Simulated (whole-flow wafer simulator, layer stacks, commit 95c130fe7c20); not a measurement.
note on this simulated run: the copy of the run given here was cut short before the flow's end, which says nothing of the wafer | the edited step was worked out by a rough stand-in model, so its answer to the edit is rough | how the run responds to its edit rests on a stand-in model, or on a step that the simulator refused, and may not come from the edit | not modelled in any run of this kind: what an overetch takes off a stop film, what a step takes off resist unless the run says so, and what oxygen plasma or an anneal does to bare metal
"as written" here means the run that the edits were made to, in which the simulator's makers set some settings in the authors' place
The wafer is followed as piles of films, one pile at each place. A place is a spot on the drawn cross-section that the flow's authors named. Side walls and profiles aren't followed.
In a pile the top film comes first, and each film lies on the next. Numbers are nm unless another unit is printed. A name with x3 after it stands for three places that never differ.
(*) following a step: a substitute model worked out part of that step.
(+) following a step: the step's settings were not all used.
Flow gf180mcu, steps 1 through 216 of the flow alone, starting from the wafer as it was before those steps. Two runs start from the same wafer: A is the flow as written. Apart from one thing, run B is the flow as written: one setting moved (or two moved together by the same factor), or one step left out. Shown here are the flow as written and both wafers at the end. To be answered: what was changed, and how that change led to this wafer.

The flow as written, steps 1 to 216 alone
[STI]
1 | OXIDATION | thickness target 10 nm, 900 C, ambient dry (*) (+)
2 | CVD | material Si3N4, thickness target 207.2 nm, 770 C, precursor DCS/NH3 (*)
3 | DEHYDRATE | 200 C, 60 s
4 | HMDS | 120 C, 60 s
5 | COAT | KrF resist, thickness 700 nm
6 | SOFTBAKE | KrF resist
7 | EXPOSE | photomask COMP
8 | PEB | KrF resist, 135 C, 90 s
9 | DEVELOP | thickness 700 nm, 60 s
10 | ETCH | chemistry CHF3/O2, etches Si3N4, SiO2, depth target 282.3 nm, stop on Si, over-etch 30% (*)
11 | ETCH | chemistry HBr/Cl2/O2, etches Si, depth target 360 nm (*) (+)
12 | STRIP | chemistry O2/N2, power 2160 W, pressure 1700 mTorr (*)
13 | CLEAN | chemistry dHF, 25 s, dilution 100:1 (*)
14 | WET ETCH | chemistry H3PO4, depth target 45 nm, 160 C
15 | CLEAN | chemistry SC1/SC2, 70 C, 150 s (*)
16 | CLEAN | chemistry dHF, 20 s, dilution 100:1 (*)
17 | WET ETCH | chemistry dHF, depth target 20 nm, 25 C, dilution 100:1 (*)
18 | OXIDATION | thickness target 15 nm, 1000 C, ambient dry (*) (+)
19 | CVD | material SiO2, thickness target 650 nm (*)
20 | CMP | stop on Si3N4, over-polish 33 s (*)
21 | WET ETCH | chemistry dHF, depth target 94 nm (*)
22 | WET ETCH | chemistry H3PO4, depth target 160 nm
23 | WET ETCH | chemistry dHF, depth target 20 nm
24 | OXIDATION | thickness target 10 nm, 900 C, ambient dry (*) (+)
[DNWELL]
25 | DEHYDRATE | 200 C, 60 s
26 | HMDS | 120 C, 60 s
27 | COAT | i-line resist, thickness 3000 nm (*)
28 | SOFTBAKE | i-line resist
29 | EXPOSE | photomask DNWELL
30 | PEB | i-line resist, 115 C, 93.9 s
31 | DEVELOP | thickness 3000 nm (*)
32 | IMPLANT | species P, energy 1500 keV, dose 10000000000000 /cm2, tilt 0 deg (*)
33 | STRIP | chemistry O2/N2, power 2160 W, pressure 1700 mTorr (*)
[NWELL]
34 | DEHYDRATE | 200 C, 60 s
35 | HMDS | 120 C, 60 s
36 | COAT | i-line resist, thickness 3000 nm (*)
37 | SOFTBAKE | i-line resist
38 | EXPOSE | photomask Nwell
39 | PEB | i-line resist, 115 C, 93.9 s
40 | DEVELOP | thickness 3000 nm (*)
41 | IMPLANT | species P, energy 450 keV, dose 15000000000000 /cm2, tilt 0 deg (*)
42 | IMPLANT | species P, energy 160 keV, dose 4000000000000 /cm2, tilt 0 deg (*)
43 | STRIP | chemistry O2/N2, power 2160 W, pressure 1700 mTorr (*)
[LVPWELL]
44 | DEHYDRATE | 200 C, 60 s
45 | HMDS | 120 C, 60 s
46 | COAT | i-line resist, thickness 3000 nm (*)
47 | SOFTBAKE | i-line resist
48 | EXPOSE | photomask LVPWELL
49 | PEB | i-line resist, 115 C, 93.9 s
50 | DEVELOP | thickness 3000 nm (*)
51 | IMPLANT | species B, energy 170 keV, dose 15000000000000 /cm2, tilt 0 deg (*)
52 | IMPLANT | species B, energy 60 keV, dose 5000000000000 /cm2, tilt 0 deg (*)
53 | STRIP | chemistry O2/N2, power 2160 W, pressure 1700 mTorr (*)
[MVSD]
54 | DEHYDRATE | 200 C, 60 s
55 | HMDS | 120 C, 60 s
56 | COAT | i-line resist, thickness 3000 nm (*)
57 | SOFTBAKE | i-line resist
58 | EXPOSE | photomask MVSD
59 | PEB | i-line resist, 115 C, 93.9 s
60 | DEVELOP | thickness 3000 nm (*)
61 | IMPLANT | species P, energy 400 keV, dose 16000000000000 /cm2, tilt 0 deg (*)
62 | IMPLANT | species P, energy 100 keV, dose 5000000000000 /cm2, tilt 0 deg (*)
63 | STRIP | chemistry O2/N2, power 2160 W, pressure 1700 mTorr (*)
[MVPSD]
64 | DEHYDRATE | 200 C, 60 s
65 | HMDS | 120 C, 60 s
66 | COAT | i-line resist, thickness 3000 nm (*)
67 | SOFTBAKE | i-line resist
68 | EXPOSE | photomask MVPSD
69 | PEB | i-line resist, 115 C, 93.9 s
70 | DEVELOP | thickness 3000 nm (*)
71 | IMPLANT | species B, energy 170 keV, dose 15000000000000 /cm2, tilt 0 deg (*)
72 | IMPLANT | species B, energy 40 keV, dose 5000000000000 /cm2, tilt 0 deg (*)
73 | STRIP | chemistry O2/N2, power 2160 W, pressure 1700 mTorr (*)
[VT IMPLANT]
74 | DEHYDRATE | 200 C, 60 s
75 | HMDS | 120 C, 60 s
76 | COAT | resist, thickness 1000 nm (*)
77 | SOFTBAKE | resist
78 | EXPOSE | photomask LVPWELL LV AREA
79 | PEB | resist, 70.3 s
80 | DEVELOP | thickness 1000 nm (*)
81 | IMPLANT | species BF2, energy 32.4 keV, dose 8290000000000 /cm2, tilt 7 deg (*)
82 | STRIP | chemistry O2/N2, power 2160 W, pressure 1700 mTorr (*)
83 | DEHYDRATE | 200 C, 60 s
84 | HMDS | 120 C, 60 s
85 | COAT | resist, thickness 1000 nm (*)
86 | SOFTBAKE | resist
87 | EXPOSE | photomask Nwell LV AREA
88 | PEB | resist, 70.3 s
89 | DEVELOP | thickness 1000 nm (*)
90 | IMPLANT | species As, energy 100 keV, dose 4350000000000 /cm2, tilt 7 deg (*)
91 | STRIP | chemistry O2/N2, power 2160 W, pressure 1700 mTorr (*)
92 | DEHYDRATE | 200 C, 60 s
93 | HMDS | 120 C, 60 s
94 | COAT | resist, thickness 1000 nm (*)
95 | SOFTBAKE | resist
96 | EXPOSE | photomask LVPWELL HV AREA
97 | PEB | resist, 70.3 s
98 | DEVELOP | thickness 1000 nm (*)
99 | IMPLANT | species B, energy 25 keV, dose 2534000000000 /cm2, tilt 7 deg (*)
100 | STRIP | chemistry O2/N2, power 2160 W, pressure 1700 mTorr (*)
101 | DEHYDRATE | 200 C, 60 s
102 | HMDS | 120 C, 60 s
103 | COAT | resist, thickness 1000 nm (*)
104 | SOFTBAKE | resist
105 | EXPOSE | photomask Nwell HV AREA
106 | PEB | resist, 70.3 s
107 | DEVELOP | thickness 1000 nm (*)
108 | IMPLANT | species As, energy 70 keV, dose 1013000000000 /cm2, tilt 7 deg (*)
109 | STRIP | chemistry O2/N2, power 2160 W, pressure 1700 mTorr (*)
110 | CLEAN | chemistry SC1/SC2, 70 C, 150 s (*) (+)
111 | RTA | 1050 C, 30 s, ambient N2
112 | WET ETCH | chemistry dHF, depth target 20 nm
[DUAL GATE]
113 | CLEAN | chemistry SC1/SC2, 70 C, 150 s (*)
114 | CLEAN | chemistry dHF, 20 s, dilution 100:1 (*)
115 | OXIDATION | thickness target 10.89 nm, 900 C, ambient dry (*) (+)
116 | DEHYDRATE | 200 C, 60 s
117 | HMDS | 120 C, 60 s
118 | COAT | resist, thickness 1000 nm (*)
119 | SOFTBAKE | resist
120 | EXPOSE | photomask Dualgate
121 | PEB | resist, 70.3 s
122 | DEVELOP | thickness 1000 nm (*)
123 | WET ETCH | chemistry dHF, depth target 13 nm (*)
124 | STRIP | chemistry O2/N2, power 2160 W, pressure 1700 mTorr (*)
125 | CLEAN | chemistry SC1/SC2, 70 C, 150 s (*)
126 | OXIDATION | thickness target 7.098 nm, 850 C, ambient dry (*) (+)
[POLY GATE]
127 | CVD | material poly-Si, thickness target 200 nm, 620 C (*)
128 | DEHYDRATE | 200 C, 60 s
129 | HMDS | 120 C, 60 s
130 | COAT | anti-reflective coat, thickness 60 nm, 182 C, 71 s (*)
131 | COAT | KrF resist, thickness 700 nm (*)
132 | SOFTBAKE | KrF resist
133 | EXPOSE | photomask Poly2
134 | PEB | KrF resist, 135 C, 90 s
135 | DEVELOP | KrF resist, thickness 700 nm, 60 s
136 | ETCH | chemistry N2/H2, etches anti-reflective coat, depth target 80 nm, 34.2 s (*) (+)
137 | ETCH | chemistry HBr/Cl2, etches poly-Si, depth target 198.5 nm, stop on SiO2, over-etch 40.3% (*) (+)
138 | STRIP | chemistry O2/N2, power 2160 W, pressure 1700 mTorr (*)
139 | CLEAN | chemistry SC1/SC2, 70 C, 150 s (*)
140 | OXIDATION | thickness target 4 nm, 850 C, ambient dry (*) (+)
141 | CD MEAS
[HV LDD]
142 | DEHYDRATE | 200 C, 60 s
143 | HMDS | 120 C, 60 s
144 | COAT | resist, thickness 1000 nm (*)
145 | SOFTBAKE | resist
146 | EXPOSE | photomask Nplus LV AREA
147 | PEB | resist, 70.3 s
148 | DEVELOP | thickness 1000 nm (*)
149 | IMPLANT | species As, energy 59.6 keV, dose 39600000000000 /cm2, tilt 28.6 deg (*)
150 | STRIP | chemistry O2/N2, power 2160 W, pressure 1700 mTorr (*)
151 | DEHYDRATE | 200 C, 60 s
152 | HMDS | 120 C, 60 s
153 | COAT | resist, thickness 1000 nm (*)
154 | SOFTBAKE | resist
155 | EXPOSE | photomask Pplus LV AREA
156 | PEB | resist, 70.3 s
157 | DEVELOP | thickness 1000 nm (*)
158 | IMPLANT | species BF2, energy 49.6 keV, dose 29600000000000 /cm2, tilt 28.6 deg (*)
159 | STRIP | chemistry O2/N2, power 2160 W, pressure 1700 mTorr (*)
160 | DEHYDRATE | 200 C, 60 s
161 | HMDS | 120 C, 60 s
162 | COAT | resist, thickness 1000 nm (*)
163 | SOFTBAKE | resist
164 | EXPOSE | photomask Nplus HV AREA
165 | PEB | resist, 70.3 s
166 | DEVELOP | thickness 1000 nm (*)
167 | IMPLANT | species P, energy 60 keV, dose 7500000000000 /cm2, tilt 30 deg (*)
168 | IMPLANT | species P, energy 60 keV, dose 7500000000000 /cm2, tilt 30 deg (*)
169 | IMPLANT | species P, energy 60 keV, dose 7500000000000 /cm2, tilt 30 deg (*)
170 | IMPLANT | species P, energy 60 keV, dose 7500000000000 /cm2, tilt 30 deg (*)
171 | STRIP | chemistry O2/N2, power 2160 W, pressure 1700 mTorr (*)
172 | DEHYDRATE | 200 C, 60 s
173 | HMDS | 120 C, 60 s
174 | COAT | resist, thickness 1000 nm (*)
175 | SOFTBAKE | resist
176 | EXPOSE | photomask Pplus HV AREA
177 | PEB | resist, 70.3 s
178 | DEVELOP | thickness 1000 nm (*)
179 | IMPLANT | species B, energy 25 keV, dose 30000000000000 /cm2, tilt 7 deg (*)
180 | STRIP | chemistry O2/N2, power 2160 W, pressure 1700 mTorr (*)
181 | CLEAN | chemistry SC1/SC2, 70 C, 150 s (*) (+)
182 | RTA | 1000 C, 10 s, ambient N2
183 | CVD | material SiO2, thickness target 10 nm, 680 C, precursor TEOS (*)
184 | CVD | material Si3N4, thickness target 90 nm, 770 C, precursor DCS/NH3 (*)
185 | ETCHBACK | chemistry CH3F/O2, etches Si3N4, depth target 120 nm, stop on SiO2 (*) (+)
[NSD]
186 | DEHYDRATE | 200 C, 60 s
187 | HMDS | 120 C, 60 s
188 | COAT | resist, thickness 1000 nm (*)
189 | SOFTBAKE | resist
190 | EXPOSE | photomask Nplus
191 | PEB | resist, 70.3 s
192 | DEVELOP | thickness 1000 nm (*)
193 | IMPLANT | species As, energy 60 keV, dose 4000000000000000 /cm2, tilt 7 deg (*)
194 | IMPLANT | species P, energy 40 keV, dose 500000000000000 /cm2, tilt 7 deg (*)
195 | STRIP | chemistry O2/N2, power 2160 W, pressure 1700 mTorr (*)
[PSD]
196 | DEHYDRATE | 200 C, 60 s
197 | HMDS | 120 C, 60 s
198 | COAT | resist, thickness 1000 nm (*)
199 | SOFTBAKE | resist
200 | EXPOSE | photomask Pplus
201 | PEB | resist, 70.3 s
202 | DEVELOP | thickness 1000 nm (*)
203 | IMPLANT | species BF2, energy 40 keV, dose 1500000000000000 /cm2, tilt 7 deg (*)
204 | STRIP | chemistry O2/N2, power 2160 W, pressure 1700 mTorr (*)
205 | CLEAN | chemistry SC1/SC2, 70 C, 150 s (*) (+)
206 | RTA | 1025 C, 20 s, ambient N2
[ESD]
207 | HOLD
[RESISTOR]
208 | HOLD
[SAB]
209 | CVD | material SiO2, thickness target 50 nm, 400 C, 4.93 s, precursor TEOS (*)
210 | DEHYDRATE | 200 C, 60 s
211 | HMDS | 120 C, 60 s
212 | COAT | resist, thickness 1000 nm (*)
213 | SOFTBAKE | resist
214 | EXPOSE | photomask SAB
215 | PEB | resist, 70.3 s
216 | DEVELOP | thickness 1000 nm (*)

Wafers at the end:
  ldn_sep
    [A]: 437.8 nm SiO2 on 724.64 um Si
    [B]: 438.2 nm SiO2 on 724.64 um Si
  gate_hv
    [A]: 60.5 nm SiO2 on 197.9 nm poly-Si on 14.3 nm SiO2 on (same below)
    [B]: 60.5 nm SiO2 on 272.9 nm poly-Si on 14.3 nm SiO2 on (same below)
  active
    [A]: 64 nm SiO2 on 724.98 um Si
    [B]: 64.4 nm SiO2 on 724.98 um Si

Cause: step 127, CVD: thickness target 275 nm was run, though the flow has thickness target 200 nm.

Step by step, how the change led to this:
  127 | CVD | material poly-Si, thickness target 200 nm, 620 C (*)
      field, field__w1, field__w2 and 89 more: A +200 poly-Si (new film) | B +275 poly-Si (new film)
  137 | ETCH | chemistry HBr/Cl2, etches poly-Si, depth target 198.5 nm, stop on SiO2, over-etch 40.3% (*) (+)
      field__w6, sti, m1 and 11 more: A -198.8 poly-Si (all of it), -0.4 SiO2 | B -273.8 poly-Si (all of it)
      field__w1, field__w2, field_sub__w3 and 7 more: A -198.6 poly-Si (all of it), -0.4 SiO2 | B -273.6 poly-Si (all of it)
      (as well as at 40 more places)
  144 | COAT | resist, thickness 1000 nm (*)
      polyc_n, polyc_p: A +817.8 resist (new film) | B +755.4 resist (new film)
      field_sub__w4: A +1047.7 resist (new film) | B +1069.8 resist (new film)
      (as well as at 30 more places)
  145 | SOFTBAKE | resist
      field__w1: A +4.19 resist | B +6.27 resist
      field__w2: A +2.82 resist | B +4.25 resist
      (as well as at 73 more places)
  147 | PEB | resist, 70.3 s
      polyc_n, polyc_n_rim, polyc_p, polyc_p_rim: A -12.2 resist | B -11 resist
      ld_gate_n, ld_acc_n, ld_gate_p: A -13.2 resist | B -12.2 resist
      (as well as at 26 more places)
  148 | DEVELOP | thickness 1000 nm (*)
      gate: A -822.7 resist (all of it) | B -760.3 resist (all of it)
      npoly_u: A -821.5 resist (all of it) | B -761 resist (all of it)
      (as well as at 3 more places)
  150 | STRIP | chemistry O2/N2, power 2160 W, pressure 1700 mTorr (*)
      field_sub__w4: A -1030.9 resist (all of it) | B -1052.6 resist (all of it)
      gate_hv: A -824.2 resist (all of it) | B -765.4 resist (all of it)
      (as well as at 25 more places)
  153 | COAT | resist, thickness 1000 nm (*)
      polyc_n, polyc_p: A +817.8 resist (new film) | B +755.4 resist (new film)
      field_sub__w4: A +1047.7 resist (new film) | B +1069.8 resist (new film)
      (as well as at 30 more places)
  154 | SOFTBAKE | resist
      field__w1: A +4.19 resist | B +6.27 resist
      field__w2: A +2.82 resist | B +4.25 resist
      (as well as at 73 more places)
  156 | PEB | resist, 70.3 s
      polyc_n, polyc_n_rim, polyc_p, polyc_p_rim: A -12.2 resist | B -11 resist
      ld_gate_n, ld_acc_n, ld_gate_p: A -13.2 resist | B -12.2 resist
      (as well as at 26 more places)
  157 | DEVELOP | thickness 1000 nm (*)
      gate_p: A -828.7 resist (all of it) | B -767.9 resist (all of it)
      ppoly_u: A -827 resist (all of it) | B -768.7 resist (all of it)
      (as well as at 3 more places)
  159 | STRIP | chemistry O2/N2, power 2160 W, pressure 1700 mTorr (*)
      field_sub__w4: A -1030.9 resist (all of it) | B -1052.6 resist (all of it)
      gate: A -822.7 resist (all of it) | B -760.3 resist (all of it)
      (as well as at 25 more places)
  162 | COAT | resist, thickness 1000 nm (*)
      polyc_n, polyc_p: A +817.8 resist (new film) | B +755.4 resist (new film)
      field_sub__w4: A +1047.7 resist (new film) | B +1069.8 resist (new film)
      (as well as at 30 more places)
  163 | SOFTBAKE | resist
      field__w1: A +4.19 resist | B +6.27 resist
      field__w2: A +2.82 resist | B +4.25 resist
      (as well as at 73 more places)
  165 | PEB | resist, 70.3 s
      polyc_n, polyc_n_rim, polyc_p, polyc_p_rim: A -12.2 resist | B -11 resist
      ld_gate_n, ld_acc_n, ld_gate_p: A -13.2 resist | B -12.2 resist
      (as well as at 26 more places)
  166 | DEVELOP | thickness 1000 nm (*)
      gate_hv: A -824.2 resist (all of it) | B -765.5 resist (all of it)
      gate_nat: A -854.5 resist (all of it) | B -807.1 resist (all of it)
      (as well as at 8 more places)
  ... another 20 steps ...
  216 | DEVELOP | thickness 1000 nm (*)
      field__w3, field__w12: A -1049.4 resist (all of it) | B -1072.5 resist (all of it)
      field__w2: A -1035.2 resist (all of it) | B -1058.3 resist (all of it)
      (as well as at 41 more places)
